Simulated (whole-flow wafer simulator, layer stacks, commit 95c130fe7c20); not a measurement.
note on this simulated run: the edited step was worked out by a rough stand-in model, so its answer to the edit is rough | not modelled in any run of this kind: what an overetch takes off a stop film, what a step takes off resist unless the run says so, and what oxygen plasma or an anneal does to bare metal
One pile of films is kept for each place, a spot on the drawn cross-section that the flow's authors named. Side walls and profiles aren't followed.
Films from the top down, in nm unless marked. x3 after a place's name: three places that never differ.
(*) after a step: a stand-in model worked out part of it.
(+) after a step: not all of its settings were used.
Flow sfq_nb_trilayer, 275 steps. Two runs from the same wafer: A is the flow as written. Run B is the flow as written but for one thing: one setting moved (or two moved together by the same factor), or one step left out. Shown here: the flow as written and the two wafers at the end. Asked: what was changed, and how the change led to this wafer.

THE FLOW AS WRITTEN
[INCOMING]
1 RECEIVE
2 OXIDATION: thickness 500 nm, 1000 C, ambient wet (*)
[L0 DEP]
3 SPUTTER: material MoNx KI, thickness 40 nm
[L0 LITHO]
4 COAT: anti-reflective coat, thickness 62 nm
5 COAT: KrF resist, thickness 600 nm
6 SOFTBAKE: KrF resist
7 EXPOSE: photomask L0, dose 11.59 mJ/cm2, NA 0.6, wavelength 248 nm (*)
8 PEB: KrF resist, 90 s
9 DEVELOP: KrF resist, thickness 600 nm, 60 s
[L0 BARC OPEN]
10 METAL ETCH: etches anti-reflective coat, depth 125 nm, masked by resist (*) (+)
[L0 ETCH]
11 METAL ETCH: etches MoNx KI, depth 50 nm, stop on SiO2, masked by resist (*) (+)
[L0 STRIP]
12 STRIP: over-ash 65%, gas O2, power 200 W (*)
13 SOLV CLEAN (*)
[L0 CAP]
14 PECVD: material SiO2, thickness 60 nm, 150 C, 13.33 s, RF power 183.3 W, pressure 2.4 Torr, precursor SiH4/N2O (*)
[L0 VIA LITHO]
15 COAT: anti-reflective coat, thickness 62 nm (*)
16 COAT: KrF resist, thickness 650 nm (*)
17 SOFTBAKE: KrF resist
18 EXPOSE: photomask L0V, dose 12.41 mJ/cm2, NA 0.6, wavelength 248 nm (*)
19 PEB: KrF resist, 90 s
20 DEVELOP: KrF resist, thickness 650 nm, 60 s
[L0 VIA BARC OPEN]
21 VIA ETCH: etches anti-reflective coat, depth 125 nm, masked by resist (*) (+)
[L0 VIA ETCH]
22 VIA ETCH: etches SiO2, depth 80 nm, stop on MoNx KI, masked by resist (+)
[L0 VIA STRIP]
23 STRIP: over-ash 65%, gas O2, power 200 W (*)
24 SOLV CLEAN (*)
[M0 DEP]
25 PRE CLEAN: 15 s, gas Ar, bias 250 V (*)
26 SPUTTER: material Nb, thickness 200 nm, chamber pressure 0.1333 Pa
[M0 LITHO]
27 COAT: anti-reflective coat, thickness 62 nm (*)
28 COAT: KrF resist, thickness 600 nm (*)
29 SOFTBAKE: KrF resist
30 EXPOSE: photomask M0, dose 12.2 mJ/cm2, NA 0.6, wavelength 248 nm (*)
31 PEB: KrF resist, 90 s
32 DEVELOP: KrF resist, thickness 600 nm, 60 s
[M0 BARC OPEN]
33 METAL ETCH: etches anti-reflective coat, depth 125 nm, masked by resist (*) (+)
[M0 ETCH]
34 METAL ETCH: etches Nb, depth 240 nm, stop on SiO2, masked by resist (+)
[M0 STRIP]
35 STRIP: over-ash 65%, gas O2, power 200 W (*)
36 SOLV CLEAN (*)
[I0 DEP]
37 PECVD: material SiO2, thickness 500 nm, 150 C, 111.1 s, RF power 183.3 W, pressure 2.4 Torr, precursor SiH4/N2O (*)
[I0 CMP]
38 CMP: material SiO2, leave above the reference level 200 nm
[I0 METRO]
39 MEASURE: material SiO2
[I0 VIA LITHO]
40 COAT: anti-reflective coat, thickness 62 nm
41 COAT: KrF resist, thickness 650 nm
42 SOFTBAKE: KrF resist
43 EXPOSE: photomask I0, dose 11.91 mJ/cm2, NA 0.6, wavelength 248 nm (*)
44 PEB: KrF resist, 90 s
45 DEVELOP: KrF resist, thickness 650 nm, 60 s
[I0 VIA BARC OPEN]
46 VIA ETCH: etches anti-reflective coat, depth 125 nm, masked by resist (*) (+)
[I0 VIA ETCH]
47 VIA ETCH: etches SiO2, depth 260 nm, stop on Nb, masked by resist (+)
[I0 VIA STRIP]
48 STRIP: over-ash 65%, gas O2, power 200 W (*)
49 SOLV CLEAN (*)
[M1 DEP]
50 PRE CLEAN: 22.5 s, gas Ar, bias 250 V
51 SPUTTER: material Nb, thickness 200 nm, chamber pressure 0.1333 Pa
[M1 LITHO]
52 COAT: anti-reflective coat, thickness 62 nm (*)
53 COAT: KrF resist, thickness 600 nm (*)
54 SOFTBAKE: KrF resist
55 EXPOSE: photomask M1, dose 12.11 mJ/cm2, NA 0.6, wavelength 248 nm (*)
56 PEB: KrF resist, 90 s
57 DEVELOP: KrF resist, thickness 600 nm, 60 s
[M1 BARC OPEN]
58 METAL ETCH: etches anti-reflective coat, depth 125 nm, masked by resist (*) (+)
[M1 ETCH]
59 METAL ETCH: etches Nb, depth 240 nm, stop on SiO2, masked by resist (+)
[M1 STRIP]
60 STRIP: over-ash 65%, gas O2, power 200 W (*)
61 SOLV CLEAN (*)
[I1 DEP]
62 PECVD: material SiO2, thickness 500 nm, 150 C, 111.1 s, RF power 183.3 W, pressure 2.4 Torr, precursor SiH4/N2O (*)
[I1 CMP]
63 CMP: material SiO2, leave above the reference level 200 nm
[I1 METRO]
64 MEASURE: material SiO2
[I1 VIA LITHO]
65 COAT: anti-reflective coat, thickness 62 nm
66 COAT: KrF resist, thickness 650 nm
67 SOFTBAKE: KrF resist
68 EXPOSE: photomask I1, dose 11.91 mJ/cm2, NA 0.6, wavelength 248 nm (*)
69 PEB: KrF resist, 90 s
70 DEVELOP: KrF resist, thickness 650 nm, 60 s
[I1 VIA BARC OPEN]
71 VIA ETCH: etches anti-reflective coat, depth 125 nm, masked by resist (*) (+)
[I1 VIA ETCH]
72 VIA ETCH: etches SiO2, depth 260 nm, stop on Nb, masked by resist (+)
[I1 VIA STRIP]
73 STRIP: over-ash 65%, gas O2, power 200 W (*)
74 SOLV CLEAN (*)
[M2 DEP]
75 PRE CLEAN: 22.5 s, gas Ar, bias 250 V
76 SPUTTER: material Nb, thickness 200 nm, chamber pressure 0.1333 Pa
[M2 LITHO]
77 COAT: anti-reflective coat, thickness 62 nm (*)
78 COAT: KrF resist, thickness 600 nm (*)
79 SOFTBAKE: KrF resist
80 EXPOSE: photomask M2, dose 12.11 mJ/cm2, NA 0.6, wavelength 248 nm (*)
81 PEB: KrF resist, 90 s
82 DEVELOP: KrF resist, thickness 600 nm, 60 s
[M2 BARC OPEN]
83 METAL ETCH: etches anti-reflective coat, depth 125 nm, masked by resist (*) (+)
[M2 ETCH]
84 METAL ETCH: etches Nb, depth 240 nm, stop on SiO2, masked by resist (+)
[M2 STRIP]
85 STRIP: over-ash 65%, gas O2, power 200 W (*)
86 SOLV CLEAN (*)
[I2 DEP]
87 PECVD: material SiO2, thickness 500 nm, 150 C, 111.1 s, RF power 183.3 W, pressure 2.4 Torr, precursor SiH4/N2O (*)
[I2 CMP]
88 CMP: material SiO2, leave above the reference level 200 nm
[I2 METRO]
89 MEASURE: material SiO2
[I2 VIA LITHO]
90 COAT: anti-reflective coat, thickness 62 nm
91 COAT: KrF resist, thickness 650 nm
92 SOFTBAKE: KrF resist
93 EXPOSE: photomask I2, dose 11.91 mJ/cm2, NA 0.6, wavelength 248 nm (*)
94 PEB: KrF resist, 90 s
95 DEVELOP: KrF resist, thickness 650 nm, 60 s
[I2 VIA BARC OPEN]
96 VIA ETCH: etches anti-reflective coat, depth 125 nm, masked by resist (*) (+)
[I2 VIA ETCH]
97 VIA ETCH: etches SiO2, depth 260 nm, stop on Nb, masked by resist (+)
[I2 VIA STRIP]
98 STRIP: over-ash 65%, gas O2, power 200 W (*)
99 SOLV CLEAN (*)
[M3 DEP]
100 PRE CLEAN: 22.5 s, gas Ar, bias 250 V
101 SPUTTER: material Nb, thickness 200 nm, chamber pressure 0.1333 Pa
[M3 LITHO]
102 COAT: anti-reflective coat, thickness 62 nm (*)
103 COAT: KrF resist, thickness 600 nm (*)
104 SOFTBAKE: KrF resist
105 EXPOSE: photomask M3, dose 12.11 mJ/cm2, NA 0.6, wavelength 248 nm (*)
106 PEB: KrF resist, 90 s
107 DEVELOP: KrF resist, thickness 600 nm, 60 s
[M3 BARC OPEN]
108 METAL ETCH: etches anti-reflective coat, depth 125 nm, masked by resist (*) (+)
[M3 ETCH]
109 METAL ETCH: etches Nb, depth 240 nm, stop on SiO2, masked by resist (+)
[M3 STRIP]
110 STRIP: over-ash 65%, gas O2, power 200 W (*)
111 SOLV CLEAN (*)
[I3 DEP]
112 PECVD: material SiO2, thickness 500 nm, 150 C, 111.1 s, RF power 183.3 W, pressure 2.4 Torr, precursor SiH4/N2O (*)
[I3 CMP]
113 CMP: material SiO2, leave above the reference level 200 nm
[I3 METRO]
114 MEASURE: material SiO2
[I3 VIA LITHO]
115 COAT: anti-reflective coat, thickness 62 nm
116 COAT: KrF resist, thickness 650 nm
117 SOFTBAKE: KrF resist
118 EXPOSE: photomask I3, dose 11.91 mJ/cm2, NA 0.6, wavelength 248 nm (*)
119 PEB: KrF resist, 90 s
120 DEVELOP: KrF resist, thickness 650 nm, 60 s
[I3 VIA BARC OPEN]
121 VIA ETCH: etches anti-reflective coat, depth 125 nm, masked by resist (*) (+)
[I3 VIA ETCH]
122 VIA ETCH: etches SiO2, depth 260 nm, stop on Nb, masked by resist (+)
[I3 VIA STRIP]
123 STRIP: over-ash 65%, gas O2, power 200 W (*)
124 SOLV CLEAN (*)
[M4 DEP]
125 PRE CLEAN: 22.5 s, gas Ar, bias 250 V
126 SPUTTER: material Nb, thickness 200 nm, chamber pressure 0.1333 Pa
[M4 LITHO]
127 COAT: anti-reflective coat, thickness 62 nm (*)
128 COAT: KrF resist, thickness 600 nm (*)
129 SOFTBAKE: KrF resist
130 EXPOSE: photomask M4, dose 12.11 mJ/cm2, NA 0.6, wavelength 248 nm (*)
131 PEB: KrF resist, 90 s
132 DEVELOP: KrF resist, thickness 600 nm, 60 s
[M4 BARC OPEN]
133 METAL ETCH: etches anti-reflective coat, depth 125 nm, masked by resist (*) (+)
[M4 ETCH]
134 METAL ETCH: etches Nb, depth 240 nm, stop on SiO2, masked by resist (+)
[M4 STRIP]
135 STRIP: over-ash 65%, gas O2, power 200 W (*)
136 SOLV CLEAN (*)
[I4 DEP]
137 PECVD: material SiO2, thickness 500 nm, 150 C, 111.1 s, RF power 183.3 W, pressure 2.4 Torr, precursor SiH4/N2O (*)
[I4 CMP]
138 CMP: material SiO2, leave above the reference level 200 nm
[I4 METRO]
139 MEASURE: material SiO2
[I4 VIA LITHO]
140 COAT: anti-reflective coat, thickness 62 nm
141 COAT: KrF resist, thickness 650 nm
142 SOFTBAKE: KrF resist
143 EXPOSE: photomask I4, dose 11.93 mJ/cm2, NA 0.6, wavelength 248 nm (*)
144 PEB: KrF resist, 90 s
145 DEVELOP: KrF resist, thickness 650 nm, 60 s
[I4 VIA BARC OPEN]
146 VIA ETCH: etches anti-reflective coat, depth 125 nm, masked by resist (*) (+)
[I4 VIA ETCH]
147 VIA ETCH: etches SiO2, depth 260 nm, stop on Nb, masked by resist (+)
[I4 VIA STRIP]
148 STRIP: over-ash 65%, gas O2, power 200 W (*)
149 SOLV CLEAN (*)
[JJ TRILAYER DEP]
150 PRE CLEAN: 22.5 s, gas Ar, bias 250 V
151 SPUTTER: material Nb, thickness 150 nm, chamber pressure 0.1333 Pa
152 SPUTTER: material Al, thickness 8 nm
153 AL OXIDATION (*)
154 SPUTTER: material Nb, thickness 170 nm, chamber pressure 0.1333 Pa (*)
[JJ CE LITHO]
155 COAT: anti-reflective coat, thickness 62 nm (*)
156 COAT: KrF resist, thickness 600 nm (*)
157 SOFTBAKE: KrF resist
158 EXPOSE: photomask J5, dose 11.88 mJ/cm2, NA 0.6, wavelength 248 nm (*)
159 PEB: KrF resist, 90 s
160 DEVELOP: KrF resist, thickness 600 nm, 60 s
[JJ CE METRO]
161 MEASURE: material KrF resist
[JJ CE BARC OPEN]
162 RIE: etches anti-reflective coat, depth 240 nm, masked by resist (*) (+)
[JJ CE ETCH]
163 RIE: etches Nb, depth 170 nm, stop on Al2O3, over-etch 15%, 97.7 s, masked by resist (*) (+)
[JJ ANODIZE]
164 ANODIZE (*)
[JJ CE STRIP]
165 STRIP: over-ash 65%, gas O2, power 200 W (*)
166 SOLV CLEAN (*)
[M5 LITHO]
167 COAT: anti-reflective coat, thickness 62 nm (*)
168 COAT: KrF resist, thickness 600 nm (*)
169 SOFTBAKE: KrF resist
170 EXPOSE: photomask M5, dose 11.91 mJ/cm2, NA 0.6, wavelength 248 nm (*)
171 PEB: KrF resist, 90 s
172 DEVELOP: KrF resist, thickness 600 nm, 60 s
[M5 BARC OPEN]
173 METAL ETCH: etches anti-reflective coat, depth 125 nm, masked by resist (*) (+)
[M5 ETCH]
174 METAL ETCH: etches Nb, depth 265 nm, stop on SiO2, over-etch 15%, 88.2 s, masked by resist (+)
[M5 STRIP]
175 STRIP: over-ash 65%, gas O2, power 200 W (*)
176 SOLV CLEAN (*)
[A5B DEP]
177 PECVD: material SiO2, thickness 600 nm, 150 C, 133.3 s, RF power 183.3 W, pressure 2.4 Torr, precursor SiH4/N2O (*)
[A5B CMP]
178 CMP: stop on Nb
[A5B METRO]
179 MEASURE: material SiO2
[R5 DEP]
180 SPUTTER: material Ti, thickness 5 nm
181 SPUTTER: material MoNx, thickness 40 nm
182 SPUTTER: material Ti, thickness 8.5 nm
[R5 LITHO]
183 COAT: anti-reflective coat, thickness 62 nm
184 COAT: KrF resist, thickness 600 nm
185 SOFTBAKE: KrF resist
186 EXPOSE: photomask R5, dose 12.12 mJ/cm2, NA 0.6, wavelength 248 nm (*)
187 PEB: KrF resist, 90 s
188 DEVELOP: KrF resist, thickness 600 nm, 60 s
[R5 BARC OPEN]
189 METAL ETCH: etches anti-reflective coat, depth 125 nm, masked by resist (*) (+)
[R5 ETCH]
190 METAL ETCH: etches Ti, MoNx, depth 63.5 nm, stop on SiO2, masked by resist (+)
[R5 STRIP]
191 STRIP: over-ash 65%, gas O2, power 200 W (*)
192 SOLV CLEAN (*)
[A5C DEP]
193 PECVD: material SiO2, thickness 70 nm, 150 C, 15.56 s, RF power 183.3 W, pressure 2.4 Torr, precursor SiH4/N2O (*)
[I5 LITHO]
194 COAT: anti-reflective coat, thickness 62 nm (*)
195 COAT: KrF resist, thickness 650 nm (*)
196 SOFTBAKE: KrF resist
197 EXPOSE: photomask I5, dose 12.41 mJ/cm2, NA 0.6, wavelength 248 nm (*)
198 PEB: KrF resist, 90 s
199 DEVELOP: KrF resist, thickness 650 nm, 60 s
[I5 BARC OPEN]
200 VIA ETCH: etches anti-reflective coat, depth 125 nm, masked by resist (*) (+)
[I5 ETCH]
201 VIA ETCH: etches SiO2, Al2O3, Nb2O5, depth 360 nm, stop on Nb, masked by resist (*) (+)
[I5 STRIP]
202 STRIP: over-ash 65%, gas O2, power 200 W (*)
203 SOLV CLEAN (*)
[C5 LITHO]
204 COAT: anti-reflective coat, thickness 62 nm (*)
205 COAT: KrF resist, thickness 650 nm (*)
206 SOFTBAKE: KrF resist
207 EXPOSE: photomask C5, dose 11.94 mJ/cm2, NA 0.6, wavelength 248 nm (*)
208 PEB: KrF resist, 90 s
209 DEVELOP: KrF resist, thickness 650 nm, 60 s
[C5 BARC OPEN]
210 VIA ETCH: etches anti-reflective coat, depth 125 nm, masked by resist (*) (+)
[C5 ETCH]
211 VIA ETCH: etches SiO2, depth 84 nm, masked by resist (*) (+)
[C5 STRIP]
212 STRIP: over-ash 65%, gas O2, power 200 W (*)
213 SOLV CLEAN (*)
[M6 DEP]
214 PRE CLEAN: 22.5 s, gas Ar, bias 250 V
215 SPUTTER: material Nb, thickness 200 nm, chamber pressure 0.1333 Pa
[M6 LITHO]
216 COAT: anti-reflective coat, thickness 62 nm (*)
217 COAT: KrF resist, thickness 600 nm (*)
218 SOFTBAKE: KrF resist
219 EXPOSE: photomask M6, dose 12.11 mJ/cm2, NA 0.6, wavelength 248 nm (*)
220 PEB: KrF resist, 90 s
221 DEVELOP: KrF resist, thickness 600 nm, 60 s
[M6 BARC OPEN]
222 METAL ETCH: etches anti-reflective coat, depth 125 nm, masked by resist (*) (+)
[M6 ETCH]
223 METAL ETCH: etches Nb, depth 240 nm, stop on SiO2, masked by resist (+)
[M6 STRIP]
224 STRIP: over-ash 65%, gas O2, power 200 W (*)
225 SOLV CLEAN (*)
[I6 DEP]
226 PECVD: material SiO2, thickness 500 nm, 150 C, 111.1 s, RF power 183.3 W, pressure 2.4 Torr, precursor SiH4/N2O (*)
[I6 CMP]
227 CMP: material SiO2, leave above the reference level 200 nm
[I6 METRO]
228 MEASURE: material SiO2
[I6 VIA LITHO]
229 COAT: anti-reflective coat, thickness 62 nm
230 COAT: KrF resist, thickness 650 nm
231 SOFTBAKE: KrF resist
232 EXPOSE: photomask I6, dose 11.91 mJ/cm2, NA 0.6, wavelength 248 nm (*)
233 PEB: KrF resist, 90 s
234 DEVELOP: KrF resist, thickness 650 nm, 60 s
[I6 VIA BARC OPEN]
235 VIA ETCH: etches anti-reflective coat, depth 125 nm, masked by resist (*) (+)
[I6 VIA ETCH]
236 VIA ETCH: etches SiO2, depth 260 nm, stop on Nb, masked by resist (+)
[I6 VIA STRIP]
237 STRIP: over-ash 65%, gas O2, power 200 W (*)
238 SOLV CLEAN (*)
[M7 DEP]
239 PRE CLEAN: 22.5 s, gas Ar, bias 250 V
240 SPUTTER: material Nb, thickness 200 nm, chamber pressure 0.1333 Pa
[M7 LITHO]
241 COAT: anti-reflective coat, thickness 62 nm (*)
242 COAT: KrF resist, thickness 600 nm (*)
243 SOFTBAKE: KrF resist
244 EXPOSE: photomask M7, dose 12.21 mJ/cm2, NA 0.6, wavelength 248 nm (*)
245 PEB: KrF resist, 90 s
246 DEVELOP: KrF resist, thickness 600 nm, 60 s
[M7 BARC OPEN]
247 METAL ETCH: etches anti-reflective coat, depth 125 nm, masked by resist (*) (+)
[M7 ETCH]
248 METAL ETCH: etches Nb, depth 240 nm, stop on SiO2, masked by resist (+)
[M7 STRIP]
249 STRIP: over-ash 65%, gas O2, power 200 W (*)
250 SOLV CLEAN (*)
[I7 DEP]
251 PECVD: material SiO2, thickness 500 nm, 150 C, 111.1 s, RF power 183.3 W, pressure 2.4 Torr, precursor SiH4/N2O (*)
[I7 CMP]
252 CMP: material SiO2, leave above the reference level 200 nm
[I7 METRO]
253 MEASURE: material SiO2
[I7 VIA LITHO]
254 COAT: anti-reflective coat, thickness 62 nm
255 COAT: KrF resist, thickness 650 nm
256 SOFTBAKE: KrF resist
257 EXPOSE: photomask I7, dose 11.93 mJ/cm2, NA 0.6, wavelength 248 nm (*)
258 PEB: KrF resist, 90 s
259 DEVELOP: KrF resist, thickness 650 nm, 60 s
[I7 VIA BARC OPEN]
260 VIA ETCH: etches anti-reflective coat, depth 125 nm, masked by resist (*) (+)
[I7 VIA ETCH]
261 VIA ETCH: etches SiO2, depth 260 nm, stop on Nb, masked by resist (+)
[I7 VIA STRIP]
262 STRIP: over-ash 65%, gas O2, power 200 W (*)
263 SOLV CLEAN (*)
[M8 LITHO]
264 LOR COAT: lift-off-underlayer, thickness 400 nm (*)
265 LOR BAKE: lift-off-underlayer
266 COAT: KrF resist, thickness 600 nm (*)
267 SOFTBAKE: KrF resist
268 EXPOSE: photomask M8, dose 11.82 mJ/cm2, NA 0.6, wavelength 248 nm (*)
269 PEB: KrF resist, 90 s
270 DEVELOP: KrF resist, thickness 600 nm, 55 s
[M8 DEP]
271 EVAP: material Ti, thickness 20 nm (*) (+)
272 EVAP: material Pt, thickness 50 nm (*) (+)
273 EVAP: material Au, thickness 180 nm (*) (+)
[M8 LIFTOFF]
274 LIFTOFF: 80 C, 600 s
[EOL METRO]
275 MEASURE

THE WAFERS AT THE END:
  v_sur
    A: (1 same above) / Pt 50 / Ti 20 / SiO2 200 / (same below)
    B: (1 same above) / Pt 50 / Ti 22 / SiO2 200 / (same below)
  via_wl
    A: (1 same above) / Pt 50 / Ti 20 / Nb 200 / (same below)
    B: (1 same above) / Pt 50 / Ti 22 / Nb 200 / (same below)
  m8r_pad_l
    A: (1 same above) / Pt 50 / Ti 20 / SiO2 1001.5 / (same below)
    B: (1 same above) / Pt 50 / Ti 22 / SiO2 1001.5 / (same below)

The cause: step 271, EVAP: thickness 22 nm was run, where the flow has thickness 20 nm.
It can be read off the wafer: v_sur has Ti 22, and step 271 as written asks for 20 nm.

How the change led to this, step by step:
  271 EVAP: material Ti, thickness 20 nm (*) (+)
      field_l, v_sur, via_wl and 103 more: A Ti +20 (new film) | B Ti +22 (new film)
  274 LIFTOFF: 80 C, 600 s
      p4_fl, p4_fm, p4_w1 and 71 more: A Au -180 (all of it), Pt -50 (all of it), Ti -20 (all of it), KrF resist -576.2 (all of it), lift-off-underlayer -400 (all of it) | B Au -180 (all of it), Pt -50 (all of it), Ti -22 (all of it), KrF resist -576.2 (all of it), lift-off-underlayer -400 (all of it)
      c5j, ce_r: A Au -180 (all of it), Pt -50 (all of it), Ti -20 (all of it), KrF resist -573.3 (all of it), lift-off-underlayer -399.3 (all of it) | B Au -180 (all of it), Pt -50 (all of it), Ti -22 (all of it), KrF resist -573.3 (all of it), lift-off-underlayer -399.3 (all of it)
      (and at 19 more places)
